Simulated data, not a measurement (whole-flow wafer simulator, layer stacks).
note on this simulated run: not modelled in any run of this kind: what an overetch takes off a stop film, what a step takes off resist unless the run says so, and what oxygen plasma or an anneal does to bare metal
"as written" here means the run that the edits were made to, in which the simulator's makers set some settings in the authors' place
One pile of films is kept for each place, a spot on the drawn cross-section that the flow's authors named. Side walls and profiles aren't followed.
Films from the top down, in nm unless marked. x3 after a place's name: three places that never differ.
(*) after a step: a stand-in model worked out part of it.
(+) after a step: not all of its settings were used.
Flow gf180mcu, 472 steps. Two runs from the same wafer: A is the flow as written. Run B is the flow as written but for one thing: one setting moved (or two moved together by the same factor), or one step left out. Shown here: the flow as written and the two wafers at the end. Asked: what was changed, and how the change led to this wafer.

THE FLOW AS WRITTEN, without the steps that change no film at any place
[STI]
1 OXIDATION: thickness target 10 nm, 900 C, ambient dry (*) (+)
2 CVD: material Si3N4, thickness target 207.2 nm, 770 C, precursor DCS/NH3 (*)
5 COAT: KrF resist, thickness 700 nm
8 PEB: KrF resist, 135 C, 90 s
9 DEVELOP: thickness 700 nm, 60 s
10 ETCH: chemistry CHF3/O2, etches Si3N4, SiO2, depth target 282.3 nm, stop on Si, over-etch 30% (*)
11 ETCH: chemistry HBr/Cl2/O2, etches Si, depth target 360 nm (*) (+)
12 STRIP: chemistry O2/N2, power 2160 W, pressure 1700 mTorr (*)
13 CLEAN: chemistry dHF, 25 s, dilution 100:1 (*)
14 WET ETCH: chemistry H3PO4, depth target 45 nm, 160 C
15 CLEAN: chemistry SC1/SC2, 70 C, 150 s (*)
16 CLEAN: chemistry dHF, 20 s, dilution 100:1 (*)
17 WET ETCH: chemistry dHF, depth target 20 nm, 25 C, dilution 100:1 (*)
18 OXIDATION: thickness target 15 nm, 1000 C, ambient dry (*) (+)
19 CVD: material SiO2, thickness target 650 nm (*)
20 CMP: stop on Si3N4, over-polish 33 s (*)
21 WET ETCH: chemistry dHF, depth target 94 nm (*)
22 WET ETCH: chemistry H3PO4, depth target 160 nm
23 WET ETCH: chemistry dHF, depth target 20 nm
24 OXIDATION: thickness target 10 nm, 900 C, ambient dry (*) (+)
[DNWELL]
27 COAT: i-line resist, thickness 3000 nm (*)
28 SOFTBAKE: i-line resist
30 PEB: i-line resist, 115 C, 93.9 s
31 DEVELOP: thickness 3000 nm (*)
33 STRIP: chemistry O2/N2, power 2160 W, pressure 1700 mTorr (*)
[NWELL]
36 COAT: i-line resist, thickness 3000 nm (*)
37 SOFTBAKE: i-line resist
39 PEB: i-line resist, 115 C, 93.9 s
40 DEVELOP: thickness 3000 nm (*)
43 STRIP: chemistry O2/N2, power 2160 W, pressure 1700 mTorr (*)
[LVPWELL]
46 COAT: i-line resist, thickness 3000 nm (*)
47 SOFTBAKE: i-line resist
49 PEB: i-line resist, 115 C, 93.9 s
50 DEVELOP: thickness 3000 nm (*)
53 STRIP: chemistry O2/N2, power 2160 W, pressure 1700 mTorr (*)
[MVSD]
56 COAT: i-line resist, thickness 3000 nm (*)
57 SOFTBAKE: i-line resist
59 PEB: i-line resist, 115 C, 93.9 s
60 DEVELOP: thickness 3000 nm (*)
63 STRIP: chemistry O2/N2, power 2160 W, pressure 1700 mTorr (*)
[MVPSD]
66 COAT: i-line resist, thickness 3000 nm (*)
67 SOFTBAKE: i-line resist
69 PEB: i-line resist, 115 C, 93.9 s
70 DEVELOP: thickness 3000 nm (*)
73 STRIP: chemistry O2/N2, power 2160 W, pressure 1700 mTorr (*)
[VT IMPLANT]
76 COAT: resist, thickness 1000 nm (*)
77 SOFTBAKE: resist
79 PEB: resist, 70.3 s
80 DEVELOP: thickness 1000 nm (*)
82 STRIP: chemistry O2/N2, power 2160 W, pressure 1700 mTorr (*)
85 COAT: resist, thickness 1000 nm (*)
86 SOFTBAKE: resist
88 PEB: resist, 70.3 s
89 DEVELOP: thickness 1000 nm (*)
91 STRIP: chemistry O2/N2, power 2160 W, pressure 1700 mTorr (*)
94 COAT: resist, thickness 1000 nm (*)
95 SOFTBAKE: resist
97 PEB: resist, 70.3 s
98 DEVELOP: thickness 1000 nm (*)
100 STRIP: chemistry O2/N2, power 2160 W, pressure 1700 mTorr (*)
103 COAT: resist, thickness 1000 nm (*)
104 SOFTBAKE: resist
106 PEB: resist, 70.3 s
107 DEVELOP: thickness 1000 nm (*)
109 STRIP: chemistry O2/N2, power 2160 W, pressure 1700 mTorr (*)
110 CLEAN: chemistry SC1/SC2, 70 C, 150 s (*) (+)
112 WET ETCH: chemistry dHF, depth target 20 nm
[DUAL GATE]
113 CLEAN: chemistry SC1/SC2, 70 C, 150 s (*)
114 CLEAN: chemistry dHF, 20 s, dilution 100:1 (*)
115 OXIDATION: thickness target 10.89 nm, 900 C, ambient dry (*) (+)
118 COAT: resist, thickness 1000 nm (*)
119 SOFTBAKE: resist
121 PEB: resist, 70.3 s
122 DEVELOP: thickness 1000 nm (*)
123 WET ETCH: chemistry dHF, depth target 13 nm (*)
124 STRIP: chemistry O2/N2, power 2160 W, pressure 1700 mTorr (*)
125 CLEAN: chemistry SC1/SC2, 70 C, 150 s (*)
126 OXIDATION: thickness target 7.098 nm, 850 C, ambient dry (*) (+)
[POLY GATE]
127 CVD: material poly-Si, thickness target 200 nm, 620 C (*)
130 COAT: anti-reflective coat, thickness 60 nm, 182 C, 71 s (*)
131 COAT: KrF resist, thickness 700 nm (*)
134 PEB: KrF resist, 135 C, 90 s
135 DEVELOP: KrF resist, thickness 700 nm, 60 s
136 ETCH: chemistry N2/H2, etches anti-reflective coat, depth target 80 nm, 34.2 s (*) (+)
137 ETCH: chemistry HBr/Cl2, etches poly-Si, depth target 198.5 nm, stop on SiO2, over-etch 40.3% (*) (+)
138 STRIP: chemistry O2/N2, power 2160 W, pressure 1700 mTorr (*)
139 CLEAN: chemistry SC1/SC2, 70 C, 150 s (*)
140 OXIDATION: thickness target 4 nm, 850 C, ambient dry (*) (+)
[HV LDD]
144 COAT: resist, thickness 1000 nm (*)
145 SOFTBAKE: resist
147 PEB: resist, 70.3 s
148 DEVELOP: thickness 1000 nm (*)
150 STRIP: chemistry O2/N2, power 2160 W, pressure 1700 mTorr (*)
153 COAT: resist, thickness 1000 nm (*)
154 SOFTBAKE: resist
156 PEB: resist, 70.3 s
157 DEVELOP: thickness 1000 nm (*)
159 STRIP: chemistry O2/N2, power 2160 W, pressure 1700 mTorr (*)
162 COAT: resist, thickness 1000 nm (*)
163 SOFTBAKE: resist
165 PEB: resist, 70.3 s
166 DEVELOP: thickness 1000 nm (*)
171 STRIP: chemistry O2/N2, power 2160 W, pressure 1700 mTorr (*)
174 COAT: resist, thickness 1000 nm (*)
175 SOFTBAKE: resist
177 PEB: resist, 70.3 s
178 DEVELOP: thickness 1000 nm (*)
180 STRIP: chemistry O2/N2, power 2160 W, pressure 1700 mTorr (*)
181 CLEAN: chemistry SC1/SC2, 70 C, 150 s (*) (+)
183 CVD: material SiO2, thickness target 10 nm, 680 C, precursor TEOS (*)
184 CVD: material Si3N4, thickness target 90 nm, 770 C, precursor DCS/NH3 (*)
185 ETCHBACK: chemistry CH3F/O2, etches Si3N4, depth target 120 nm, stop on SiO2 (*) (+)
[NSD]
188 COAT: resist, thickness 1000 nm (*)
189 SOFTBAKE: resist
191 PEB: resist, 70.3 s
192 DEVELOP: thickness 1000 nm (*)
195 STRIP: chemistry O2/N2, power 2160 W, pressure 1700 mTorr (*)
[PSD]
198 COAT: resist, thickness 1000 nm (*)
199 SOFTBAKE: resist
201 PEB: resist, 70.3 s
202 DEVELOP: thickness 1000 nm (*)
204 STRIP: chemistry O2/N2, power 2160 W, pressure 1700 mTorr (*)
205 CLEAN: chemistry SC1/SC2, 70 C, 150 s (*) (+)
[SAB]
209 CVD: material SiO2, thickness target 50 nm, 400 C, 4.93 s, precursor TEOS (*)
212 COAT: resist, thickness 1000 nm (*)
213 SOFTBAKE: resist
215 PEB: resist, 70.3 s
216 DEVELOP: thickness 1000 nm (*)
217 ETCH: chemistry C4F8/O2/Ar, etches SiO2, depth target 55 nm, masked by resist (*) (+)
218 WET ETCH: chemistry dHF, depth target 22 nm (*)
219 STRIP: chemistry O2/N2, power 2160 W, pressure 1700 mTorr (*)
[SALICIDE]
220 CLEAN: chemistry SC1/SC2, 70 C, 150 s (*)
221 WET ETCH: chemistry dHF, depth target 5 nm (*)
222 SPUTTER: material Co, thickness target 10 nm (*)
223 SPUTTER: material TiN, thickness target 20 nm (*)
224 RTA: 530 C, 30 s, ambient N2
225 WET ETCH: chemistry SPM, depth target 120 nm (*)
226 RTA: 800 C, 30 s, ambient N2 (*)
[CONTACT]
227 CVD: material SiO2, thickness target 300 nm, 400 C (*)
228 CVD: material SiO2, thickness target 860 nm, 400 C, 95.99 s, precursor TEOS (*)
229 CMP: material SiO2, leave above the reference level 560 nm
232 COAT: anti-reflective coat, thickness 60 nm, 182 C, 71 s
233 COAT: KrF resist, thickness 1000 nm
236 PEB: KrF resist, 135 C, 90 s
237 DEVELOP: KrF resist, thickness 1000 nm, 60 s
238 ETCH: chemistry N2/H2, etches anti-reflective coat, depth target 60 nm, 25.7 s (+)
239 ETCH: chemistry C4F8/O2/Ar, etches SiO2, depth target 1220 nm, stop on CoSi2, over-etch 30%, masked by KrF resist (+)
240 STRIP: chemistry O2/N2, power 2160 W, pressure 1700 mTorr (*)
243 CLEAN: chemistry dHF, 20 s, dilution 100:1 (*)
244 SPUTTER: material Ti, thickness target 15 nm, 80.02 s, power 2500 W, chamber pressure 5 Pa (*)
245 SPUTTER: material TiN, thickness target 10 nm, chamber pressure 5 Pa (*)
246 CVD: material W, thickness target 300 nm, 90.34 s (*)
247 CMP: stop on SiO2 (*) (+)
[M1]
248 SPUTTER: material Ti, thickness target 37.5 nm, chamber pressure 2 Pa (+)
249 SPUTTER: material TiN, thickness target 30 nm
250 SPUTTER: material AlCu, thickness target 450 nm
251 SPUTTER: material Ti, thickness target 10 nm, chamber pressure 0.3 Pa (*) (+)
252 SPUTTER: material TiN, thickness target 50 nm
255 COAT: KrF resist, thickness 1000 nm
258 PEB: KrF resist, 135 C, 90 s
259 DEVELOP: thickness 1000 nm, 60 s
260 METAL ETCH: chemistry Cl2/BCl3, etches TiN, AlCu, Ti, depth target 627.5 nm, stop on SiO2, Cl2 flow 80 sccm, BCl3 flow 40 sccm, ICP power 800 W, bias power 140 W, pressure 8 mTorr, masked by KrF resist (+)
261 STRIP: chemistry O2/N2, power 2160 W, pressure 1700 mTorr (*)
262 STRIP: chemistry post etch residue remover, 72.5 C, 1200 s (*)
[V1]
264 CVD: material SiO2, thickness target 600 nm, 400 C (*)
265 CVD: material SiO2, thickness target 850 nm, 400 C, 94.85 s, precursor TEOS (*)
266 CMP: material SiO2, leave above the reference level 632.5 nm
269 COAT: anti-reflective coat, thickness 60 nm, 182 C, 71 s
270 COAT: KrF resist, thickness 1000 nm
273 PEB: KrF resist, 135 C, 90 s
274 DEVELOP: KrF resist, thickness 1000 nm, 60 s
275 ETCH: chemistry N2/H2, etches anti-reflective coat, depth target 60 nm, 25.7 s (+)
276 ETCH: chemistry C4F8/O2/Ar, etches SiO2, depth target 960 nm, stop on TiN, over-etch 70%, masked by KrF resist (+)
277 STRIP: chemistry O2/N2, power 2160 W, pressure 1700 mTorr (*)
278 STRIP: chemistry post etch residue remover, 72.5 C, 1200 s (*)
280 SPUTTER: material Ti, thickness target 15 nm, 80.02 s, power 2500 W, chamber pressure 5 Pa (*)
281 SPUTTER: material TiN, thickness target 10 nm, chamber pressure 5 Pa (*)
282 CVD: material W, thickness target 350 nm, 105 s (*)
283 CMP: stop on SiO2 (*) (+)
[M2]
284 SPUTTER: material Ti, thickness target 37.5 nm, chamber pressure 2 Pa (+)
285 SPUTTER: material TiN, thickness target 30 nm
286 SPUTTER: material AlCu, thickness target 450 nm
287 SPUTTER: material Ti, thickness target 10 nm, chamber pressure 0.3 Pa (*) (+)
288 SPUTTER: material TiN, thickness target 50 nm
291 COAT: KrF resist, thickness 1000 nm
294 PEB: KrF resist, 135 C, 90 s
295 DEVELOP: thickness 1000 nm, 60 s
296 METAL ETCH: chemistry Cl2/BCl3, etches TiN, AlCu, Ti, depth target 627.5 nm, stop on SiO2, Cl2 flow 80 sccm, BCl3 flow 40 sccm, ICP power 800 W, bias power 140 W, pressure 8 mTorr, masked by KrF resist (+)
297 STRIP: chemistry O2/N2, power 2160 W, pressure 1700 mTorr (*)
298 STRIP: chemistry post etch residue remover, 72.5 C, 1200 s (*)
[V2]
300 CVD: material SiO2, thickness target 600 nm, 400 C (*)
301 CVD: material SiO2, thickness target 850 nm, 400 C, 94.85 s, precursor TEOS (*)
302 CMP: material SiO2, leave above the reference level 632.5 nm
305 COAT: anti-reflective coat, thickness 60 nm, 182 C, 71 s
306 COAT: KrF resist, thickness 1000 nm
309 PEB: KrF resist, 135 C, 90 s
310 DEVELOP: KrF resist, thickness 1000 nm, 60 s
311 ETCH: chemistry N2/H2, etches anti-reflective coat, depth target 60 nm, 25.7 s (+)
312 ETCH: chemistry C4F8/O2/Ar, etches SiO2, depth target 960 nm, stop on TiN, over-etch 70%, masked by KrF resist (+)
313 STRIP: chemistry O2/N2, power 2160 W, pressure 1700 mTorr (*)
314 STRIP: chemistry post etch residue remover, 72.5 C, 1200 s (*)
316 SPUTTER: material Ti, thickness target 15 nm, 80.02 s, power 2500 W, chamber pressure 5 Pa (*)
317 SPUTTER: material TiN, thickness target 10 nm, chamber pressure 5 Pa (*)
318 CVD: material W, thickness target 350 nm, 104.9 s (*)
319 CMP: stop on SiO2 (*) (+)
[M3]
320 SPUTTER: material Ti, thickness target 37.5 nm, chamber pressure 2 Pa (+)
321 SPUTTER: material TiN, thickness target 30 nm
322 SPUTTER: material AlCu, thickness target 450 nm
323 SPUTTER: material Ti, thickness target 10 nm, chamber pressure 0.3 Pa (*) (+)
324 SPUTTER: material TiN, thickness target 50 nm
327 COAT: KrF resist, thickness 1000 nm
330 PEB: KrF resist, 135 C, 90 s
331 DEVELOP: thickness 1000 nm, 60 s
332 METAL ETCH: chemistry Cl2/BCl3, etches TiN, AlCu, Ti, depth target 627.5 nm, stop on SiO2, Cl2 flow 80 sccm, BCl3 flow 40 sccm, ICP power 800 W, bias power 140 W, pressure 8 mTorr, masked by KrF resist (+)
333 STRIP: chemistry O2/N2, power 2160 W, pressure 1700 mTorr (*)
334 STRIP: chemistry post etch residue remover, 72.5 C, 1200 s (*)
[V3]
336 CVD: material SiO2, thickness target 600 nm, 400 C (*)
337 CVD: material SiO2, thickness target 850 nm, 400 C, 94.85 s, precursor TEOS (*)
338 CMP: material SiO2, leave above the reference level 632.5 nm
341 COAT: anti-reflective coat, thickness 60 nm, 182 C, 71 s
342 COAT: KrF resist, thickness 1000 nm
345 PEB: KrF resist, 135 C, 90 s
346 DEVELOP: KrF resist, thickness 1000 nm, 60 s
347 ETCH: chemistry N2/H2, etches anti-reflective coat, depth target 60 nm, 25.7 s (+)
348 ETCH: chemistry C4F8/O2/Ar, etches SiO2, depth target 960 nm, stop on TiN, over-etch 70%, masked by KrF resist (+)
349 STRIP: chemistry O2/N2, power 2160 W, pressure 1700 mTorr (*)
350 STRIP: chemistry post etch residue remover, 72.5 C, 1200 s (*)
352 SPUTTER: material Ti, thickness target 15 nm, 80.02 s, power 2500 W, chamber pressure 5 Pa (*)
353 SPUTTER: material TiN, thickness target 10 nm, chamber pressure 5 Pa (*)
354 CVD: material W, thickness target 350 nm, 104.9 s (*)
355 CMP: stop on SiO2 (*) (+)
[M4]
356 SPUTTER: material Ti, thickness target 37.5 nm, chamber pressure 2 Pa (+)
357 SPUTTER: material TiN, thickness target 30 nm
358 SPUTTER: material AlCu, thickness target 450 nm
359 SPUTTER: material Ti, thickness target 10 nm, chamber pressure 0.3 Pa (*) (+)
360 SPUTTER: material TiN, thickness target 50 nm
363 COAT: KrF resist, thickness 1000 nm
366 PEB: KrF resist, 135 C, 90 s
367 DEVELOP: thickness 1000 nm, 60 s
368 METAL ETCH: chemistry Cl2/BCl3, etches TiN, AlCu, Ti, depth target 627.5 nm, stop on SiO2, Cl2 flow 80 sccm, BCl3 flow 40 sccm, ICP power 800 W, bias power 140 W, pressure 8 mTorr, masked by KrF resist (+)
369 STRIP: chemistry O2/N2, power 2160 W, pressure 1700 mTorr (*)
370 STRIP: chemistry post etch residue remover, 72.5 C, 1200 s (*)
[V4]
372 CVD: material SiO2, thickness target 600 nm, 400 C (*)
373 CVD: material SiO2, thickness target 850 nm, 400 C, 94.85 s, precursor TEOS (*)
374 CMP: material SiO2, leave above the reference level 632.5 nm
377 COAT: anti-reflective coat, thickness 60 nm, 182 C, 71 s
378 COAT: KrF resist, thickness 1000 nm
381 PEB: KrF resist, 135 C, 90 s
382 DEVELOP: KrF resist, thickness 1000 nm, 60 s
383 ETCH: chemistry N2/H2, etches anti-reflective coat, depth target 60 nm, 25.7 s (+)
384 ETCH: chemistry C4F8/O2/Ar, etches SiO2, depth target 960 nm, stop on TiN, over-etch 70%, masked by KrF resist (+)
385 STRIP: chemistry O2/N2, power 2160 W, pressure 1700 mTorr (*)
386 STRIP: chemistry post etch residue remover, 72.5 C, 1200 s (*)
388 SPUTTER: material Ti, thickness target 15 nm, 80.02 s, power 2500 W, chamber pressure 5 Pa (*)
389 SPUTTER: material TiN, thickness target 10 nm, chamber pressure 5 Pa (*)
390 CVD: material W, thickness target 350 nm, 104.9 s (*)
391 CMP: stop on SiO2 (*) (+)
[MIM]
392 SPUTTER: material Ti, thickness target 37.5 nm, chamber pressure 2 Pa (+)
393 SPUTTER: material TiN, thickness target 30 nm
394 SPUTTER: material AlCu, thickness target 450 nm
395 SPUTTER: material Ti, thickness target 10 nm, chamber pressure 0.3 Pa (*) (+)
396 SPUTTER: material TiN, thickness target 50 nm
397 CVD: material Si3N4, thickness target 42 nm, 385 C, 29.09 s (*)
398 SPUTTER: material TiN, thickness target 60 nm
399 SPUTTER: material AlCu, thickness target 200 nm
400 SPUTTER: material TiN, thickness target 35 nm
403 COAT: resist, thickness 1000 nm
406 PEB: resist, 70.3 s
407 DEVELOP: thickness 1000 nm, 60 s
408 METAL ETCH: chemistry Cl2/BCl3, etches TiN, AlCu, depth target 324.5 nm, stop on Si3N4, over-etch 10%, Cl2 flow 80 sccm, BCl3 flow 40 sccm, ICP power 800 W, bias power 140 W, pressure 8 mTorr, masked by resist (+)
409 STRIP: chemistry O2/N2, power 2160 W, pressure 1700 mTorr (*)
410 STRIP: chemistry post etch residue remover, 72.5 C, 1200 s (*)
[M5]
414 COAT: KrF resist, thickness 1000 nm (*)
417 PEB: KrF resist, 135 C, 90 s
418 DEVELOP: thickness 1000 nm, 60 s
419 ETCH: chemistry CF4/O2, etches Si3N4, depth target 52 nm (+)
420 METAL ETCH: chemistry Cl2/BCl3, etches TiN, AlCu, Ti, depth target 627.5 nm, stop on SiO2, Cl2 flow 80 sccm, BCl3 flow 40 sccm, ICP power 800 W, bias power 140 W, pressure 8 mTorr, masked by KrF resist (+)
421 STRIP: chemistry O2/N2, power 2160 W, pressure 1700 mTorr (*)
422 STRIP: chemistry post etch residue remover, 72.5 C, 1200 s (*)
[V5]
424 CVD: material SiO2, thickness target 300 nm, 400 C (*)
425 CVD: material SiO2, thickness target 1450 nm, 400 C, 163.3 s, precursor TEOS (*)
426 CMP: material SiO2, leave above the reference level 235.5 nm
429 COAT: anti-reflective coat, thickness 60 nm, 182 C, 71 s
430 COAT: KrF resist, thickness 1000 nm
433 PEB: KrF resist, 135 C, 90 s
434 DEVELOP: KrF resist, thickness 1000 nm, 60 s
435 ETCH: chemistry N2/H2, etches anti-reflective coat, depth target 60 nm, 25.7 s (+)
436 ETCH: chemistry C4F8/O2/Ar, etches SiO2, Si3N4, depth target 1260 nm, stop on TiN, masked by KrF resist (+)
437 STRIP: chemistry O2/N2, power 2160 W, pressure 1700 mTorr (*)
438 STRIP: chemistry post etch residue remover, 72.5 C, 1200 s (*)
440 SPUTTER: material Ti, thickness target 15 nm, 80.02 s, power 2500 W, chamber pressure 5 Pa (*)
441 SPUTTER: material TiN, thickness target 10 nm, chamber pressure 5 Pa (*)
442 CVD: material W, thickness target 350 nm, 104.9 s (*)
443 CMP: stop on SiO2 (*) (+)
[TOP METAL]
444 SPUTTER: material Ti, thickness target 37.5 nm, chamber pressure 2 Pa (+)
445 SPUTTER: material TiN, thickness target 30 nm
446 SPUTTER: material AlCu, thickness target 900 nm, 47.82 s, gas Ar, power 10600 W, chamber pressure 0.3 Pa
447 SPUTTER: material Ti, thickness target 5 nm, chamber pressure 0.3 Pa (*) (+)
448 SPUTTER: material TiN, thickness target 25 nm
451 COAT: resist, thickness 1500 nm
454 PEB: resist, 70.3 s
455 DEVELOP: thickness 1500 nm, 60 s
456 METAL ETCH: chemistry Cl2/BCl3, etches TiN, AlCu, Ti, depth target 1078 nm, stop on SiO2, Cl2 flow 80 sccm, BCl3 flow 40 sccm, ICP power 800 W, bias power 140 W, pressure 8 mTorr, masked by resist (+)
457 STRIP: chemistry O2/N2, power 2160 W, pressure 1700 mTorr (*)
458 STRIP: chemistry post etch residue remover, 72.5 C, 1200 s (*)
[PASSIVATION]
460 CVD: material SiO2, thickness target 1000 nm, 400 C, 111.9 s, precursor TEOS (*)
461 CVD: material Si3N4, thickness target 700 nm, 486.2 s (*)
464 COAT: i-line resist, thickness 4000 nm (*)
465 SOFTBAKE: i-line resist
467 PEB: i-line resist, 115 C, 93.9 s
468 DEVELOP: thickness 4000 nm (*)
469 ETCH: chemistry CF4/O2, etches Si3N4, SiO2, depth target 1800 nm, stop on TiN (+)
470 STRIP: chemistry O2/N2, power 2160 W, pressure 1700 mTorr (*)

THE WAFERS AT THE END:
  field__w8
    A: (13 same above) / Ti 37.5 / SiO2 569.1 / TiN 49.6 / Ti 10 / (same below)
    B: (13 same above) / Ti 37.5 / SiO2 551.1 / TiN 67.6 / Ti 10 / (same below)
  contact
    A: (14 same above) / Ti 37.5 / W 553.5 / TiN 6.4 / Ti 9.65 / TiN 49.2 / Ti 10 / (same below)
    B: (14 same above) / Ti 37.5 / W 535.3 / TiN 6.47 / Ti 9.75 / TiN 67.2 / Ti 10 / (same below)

The cause: step 360, SPUTTER: thickness target 68 nm was run, where the flow has thickness target 50 nm.

How the change led to this, step by step:
  360 SPUTTER: material TiN, thickness target 50 nm
      field, field__w1, field__w2 and 108 more: A TiN +50 (new film) | B TiN +68 (new film)
  368 METAL ETCH: chemistry Cl2/BCl3, etches TiN, AlCu, Ti, depth target 627.5 nm, stop on SiO2, Cl2 flow 80 sccm, BCl3 flow 40 sccm, ICP power 800 W, bias power 140 W, pressure 8 mTorr, masked by KrF resist (+)
      field, field__w1, field__w2 and 103 more: A TiN -50 (all of it), Ti -10 (all of it), AlCu -450 (all of it), TiN -30 (all of it), Ti -37.5 (all of it) | B TiN -68 (all of it), Ti -10 (all of it), AlCu -450 (all of it), TiN -30 (all of it), Ti -37.5 (all of it)
  374 CMP: material SiO2, leave above the reference level 632.5 nm
      field__w8, contact, m1, m1__w1, m1_nw: A SiO2 -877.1 | B SiO2 -895.1
  384 ETCH: chemistry C4F8/O2/Ar, etches SiO2, depth target 960 nm, stop on TiN, over-etch 70%, masked by KrF resist (+)
      contact: A SiO2 -572.5 (all of it) | B SiO2 -554.5 (all of it)
